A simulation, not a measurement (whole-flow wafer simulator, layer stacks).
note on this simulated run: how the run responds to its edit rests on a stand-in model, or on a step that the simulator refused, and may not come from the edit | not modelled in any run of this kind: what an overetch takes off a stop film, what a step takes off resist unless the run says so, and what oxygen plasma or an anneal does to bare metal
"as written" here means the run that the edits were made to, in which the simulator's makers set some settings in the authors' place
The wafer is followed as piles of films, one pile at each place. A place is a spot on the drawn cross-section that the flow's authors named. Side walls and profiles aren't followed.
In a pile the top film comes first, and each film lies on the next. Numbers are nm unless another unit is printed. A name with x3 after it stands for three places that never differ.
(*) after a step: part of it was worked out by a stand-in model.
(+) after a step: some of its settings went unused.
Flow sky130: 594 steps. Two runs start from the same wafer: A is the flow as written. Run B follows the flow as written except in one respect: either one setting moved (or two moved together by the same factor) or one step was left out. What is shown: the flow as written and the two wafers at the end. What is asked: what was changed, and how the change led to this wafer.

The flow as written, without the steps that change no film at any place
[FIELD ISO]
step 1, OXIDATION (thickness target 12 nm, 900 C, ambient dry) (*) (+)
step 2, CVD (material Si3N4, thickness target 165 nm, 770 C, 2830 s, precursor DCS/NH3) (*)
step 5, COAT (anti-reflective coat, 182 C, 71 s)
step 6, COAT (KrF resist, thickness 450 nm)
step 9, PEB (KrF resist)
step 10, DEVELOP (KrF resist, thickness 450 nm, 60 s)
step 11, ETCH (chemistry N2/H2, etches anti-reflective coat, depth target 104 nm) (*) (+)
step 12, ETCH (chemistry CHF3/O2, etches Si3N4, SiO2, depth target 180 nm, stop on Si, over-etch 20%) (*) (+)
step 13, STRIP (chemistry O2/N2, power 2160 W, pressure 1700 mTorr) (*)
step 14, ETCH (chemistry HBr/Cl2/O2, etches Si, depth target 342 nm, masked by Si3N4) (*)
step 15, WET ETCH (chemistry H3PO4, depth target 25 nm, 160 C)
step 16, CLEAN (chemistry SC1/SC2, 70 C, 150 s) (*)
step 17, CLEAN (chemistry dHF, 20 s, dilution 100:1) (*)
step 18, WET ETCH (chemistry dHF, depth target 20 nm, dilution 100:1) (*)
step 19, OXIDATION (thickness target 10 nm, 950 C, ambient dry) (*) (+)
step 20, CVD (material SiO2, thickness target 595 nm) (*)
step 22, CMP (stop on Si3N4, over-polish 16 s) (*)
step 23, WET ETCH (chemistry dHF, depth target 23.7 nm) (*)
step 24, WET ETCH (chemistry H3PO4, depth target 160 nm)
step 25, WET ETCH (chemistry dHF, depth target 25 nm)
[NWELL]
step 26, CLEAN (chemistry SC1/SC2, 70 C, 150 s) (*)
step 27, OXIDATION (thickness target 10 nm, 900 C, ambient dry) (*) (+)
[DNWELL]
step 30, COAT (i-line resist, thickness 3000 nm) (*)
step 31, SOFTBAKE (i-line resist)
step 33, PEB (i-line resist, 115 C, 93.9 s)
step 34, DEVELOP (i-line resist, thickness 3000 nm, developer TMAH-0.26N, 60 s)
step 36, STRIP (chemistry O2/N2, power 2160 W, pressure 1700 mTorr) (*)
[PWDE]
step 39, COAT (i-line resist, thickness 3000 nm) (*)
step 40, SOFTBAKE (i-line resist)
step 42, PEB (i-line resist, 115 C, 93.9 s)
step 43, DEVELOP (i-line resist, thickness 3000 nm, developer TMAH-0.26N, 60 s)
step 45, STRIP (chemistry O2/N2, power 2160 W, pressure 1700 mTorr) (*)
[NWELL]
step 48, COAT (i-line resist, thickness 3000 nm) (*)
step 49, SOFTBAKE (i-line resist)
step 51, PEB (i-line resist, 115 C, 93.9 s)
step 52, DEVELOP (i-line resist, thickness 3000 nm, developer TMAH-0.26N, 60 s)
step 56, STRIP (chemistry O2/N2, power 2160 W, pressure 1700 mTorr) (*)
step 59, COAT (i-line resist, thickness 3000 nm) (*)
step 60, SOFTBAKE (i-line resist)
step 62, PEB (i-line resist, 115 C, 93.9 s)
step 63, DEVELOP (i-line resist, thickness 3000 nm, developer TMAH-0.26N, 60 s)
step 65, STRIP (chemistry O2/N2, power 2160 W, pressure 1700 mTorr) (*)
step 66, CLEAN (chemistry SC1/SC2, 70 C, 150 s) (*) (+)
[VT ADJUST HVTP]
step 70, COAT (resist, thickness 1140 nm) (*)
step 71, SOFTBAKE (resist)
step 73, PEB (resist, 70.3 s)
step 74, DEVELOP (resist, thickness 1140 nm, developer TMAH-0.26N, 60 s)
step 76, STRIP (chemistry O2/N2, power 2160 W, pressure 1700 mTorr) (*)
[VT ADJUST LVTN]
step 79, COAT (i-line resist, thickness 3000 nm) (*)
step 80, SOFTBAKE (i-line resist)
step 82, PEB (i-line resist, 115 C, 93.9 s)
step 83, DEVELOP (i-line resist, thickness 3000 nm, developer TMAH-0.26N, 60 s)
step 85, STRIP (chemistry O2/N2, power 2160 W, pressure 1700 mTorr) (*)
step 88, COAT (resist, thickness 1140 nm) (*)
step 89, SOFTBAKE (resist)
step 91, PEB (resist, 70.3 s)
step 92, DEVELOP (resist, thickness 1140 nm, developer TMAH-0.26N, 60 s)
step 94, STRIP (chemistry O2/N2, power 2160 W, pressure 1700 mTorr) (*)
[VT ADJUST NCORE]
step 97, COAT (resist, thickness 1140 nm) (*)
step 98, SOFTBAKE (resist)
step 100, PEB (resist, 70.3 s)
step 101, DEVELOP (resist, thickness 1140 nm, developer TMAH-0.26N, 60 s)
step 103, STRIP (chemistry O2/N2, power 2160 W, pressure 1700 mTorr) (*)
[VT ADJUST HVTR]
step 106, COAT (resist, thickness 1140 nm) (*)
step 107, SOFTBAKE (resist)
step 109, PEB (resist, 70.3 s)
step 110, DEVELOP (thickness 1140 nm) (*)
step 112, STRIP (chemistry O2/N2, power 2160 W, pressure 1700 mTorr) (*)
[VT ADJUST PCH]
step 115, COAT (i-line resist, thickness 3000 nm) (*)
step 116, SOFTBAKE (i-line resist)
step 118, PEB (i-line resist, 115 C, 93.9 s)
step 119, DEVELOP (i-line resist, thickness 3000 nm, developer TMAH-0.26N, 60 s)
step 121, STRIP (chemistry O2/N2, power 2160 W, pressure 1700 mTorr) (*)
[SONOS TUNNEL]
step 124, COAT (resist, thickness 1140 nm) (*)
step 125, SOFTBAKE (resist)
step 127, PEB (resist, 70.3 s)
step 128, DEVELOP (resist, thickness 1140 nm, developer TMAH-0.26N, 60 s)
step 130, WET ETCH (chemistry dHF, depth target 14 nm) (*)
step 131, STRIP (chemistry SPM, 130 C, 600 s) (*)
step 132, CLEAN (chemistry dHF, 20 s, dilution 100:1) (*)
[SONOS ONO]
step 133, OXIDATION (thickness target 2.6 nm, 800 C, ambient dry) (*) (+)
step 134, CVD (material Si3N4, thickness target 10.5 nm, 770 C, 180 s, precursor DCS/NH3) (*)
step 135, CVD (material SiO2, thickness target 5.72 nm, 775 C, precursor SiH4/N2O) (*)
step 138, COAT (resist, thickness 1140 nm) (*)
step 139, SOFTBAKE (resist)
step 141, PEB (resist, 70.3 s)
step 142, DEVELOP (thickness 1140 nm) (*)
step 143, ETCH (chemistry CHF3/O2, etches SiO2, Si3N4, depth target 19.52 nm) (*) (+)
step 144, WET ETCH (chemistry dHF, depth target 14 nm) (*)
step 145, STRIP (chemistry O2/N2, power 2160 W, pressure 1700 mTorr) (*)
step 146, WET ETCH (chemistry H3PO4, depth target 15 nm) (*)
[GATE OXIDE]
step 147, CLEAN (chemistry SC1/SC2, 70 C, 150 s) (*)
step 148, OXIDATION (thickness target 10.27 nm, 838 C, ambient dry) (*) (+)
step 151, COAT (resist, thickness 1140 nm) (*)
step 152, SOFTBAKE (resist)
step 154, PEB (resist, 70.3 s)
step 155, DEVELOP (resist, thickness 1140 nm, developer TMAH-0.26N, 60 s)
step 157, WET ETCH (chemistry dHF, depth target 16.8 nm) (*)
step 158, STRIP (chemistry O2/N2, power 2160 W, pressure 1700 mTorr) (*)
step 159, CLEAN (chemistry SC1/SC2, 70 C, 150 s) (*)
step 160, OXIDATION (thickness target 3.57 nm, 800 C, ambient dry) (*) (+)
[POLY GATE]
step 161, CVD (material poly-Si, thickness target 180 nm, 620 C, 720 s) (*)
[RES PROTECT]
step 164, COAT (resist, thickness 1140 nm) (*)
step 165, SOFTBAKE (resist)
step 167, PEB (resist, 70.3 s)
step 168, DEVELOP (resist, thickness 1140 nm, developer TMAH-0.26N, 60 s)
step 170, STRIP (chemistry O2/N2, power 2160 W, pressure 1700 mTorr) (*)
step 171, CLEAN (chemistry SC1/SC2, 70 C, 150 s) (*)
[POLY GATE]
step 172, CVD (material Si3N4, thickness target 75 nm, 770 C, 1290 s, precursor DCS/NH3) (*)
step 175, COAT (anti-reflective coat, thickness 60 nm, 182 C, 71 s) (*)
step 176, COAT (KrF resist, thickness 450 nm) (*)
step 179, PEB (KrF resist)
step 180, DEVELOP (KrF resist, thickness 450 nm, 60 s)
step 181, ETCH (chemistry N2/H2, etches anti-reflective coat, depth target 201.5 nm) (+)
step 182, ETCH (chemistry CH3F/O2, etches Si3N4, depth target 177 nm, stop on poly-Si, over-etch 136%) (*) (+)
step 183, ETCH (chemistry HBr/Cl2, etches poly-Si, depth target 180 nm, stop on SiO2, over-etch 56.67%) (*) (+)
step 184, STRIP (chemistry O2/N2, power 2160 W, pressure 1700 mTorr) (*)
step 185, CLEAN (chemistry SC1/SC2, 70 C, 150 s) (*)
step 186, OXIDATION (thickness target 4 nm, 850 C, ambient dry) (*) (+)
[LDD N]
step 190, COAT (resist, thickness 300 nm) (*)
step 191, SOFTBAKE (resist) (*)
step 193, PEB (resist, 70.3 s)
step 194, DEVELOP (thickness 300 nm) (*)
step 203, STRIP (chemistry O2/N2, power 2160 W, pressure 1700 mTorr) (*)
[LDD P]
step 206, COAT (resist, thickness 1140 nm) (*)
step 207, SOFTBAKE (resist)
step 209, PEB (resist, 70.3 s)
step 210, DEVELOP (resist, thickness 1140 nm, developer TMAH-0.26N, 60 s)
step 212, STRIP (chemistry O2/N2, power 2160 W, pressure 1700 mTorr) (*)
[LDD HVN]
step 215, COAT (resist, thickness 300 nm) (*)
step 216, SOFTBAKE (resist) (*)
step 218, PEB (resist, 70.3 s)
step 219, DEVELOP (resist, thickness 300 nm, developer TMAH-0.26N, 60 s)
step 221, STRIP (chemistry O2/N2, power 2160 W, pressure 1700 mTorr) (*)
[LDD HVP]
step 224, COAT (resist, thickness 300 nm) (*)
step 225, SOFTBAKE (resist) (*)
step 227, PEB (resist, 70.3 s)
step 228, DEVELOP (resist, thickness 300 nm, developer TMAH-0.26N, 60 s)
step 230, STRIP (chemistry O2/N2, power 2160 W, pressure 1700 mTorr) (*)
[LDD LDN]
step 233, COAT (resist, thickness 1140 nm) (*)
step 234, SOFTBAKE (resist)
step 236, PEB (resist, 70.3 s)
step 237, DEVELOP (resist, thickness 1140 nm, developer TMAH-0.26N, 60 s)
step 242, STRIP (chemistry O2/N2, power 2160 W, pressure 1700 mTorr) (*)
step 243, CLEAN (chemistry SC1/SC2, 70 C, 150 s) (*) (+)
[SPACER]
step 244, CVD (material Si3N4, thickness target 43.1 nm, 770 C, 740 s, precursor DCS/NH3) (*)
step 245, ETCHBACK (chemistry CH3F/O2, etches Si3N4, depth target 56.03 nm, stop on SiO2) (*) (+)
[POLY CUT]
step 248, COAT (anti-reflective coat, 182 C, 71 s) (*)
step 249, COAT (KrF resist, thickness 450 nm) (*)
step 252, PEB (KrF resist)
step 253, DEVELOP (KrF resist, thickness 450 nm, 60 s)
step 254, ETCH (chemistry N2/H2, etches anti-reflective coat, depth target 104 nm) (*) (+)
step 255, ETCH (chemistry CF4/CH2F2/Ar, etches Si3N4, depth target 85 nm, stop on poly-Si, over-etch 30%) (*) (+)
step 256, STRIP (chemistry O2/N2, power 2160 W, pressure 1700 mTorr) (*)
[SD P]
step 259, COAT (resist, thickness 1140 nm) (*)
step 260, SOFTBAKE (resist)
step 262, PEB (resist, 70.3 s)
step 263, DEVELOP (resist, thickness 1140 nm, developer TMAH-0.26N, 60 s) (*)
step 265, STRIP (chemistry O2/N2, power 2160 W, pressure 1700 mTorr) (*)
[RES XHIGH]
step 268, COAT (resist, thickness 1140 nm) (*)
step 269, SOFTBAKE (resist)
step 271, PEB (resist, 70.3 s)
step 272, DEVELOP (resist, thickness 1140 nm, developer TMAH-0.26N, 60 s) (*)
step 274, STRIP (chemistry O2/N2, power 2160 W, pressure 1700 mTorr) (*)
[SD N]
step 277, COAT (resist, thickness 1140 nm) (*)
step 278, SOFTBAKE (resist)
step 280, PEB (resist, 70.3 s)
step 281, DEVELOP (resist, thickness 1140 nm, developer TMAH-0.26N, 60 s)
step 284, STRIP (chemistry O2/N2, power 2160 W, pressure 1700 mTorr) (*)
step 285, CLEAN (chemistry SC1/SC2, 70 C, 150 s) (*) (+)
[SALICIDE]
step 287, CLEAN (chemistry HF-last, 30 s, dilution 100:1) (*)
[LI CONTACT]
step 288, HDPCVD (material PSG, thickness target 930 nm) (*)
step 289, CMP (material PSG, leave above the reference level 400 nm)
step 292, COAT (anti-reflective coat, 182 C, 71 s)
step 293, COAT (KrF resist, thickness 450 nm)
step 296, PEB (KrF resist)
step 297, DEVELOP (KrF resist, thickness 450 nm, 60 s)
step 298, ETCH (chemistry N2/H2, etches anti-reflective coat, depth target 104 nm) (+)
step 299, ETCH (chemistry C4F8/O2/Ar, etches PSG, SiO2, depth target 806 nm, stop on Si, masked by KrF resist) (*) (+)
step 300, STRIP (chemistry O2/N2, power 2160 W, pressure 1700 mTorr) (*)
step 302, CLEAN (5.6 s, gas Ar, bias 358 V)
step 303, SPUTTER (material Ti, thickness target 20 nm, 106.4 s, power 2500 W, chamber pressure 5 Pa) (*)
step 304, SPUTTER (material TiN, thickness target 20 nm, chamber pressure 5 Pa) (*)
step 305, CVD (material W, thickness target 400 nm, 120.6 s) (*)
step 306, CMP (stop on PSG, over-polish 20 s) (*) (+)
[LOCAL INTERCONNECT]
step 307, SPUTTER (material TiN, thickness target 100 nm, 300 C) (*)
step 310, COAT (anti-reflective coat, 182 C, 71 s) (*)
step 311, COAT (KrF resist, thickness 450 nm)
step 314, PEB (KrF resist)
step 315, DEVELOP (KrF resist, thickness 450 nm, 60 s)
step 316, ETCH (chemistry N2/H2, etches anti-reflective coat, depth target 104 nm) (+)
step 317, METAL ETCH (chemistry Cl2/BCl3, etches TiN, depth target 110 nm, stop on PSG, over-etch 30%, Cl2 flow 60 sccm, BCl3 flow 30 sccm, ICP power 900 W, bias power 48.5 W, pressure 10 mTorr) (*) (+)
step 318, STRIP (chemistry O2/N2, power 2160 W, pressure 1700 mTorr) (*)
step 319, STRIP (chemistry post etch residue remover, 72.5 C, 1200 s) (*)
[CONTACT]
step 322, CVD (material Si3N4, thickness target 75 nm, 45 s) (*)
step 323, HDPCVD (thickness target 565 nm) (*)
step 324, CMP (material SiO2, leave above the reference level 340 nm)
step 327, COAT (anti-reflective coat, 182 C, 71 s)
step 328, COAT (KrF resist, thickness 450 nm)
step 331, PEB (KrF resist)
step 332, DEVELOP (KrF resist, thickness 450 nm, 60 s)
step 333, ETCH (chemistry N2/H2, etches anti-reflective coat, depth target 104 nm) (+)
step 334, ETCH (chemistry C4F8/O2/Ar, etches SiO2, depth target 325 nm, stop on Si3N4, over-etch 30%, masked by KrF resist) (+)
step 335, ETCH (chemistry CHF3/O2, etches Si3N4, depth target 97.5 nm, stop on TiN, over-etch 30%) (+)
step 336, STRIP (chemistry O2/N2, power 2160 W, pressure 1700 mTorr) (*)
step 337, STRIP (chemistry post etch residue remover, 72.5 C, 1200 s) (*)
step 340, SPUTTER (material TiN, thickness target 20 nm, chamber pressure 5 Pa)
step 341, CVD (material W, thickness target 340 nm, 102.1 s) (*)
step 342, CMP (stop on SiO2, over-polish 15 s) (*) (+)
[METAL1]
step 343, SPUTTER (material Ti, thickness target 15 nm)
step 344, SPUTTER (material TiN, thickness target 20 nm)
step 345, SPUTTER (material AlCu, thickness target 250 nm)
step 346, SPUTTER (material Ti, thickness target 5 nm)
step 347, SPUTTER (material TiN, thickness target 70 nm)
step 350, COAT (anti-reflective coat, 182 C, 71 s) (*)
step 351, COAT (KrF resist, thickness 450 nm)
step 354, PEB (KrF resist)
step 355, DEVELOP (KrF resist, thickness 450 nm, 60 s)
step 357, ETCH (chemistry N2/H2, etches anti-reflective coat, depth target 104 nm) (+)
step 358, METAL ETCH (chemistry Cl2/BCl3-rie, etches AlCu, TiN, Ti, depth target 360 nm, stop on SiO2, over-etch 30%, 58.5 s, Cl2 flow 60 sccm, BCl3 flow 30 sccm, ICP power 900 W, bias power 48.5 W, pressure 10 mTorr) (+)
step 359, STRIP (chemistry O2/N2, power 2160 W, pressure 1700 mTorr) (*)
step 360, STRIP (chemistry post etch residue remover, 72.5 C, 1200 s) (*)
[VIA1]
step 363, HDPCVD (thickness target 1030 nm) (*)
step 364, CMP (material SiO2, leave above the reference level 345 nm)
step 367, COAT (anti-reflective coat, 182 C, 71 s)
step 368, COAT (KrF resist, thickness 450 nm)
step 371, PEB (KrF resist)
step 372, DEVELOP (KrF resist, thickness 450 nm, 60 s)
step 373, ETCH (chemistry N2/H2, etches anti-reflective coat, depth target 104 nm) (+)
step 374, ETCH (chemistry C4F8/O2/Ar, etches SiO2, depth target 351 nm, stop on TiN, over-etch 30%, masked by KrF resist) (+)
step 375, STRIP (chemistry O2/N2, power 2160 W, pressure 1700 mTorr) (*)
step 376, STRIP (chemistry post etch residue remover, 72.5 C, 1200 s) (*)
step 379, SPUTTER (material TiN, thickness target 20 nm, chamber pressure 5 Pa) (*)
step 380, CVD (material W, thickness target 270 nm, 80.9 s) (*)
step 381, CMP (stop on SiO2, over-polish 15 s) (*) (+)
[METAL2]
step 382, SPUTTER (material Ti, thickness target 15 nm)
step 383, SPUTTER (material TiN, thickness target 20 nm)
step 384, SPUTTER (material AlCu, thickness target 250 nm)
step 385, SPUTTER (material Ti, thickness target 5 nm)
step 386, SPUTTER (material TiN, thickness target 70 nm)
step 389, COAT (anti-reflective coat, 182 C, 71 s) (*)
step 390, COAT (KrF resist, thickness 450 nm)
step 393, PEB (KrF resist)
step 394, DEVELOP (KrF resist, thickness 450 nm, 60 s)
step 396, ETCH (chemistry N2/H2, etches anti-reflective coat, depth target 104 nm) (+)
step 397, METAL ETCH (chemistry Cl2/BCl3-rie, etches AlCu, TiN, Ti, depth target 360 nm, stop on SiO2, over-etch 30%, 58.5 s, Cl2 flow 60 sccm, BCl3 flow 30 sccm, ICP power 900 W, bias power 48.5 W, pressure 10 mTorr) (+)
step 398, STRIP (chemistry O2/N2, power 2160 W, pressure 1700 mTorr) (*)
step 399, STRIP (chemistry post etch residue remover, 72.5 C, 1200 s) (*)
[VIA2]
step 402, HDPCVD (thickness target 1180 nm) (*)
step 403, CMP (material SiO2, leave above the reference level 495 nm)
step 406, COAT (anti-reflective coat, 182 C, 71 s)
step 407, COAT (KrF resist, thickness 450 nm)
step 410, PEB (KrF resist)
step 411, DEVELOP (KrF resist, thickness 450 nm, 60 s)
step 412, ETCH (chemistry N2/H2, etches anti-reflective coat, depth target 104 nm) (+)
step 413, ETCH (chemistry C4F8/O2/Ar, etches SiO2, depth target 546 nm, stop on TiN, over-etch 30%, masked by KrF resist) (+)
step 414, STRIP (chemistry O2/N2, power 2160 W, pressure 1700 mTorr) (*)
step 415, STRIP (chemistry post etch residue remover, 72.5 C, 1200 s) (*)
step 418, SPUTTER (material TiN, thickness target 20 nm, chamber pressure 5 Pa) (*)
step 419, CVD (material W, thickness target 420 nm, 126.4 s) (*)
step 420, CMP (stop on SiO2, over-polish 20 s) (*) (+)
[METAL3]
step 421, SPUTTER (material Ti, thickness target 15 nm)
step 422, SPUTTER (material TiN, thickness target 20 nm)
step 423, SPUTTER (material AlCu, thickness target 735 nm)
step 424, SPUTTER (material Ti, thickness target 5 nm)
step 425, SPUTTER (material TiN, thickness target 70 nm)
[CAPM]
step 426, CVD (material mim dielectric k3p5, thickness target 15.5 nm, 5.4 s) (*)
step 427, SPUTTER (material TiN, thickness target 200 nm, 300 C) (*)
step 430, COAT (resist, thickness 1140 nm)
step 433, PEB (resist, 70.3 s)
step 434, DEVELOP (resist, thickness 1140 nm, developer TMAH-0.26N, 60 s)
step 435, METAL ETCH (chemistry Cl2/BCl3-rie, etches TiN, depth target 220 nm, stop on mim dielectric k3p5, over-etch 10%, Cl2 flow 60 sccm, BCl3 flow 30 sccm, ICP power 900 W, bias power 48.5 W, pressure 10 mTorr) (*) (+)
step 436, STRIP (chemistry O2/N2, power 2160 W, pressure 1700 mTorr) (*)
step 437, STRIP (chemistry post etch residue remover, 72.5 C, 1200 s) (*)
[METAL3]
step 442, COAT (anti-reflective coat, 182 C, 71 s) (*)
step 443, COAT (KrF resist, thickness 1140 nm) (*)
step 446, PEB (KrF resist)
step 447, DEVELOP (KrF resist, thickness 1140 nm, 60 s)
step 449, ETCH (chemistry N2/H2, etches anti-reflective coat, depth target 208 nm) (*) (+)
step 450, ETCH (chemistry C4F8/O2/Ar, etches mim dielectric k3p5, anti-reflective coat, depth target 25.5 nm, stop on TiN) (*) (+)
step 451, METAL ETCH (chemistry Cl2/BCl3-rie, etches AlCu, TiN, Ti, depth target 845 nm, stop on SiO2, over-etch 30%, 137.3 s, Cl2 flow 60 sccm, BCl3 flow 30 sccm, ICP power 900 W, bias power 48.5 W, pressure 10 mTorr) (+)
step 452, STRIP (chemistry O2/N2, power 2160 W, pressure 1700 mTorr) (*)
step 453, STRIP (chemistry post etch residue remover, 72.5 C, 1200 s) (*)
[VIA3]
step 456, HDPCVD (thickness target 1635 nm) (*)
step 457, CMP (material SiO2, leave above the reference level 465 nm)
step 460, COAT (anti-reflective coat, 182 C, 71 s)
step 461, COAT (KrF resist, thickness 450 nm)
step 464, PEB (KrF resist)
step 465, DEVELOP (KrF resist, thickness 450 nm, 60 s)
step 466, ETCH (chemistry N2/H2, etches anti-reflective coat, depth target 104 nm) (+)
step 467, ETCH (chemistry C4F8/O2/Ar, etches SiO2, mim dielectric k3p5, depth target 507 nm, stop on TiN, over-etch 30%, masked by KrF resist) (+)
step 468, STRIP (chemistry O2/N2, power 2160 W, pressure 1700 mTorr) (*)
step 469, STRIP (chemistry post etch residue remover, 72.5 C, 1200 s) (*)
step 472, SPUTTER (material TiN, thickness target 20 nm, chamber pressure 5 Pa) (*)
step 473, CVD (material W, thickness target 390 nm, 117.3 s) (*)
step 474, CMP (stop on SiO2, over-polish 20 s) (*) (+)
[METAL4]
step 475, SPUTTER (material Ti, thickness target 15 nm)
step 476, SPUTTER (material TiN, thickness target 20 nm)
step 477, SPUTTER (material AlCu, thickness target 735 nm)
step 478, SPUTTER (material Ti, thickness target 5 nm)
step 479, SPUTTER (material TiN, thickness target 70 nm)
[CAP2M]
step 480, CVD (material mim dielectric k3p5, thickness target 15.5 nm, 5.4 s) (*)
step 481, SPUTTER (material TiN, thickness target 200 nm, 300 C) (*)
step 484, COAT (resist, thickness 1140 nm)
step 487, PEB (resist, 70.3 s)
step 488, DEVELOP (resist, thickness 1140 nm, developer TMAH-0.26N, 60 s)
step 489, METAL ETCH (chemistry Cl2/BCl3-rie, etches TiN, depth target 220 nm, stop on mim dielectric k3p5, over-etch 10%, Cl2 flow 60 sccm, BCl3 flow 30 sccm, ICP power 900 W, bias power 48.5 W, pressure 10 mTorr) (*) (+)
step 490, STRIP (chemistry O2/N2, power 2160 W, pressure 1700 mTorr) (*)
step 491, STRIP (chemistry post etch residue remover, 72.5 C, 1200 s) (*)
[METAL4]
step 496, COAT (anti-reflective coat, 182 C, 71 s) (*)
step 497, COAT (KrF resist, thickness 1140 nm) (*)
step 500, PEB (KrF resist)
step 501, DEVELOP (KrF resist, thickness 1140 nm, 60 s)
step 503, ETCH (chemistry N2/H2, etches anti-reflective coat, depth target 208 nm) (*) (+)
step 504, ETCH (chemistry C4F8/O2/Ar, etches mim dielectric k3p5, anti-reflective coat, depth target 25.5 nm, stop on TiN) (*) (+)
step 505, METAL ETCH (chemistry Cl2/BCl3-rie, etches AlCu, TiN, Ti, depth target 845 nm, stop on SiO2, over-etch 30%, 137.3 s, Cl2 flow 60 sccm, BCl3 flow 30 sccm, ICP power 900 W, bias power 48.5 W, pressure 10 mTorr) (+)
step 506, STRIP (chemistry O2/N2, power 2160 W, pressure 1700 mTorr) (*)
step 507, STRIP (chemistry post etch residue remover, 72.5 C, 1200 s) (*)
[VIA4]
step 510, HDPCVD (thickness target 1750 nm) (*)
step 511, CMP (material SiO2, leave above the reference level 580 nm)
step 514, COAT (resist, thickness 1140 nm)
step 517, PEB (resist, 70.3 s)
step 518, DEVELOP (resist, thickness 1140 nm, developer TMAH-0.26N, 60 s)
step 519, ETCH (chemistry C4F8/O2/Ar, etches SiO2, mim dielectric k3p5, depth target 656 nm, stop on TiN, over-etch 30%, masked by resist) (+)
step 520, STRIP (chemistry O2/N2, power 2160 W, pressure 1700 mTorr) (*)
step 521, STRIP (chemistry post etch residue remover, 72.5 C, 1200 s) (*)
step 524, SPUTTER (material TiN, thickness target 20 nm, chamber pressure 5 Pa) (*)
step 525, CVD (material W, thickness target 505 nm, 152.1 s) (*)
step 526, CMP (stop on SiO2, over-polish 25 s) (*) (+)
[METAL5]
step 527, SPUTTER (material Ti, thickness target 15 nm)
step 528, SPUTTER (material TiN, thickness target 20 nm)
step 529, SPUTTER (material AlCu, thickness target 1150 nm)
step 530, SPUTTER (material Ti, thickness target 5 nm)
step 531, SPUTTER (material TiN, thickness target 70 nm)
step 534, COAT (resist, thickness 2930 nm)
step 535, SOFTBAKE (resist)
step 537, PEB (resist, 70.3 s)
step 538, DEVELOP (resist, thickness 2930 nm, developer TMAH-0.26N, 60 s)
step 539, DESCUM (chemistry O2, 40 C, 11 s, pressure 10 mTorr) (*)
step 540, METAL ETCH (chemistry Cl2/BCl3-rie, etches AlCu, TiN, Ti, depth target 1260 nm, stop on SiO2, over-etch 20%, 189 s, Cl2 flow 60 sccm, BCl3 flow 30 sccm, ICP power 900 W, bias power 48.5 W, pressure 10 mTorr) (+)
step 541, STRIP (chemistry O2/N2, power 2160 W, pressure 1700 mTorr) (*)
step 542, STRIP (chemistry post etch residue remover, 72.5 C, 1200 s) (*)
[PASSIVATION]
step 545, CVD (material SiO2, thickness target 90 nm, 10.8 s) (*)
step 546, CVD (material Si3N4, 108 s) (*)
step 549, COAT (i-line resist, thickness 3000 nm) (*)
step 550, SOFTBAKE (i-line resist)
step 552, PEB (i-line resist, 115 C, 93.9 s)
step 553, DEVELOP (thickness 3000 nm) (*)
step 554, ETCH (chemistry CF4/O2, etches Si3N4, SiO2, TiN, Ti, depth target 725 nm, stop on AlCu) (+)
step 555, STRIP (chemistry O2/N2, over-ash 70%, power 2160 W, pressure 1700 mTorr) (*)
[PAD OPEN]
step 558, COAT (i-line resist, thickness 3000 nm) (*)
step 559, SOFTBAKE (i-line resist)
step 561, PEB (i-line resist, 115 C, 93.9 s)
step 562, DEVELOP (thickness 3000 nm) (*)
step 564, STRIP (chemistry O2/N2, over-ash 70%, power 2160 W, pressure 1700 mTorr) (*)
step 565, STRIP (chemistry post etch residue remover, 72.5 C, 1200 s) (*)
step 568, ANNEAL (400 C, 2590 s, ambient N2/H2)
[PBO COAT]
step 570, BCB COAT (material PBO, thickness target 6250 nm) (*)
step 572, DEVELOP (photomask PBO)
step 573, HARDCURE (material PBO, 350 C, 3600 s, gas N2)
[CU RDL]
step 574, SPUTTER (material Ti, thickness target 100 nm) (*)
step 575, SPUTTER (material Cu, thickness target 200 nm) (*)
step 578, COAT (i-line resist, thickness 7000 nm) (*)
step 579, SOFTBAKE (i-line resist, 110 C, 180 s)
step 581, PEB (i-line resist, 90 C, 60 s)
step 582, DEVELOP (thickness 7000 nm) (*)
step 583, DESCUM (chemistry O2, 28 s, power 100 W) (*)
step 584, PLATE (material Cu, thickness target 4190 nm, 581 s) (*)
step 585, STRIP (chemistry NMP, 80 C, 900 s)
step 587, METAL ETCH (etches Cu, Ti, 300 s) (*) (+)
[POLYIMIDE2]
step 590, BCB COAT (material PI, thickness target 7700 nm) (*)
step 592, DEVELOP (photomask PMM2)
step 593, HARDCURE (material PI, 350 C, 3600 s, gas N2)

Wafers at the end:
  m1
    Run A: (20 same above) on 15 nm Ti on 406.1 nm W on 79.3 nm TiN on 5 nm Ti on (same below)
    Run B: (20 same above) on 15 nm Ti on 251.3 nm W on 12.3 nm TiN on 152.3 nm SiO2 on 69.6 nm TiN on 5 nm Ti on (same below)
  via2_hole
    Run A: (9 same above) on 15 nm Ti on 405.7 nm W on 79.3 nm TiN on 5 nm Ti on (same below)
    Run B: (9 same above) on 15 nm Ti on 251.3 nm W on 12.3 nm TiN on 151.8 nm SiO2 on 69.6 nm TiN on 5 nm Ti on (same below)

What caused this: step 413, ETCH: depth target 268 nm was run, whereas the flow has depth target 546 nm.

How this came from the change, step by step:
  step 413, ETCH (chemistry C4F8/O2/Ar, etches SiO2, depth target 546 nm, stop on TiN, over-etch 30%, masked by KrF resist) (+)
      m1: A -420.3 SiO2 (all of it) | B -268 SiO2
      via2_hole: A -419.8 SiO2 (all of it) | B -268 SiO2
      (also at 189 further places)
  step 414, STRIP (chemistry O2/N2, power 2160 W, pressure 1700 mTorr) (*)
      field, active, n_well and 186 more: A -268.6 KrF resist (all of it), -80 anti-reflective coat (all of it) | B -324.2 KrF resist (all of it), -80 anti-reflective coat (all of it)
  step 418, SPUTTER (material TiN, thickness target 20 nm, chamber pressure 5 Pa) (*)
      m1, via2_hole: A +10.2 TiN | B +12.3 TiN (new film)
  step 419, CVD (material W, thickness target 420 nm, 126.4 s) (*)
      m1: A +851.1 W (new film) | B +696.3 W (new film)
      via2_hole: A +850.7 W (new film) | B +696.3 W (new film)
With metal films that touch counted as one body, m1 has 3 bodies (between them, from the top down: SiO2 152.3; SiO2 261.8 / Si3N4 75); the flow as written gives 2 bodies (between them, from the top down: SiO2 261.8 / Si3N4 75).
With metal films that touch counted as one body, via2_hole has 2 bodies (between them, from the top down: SiO2 151.8); the flow as written gives 1 body.
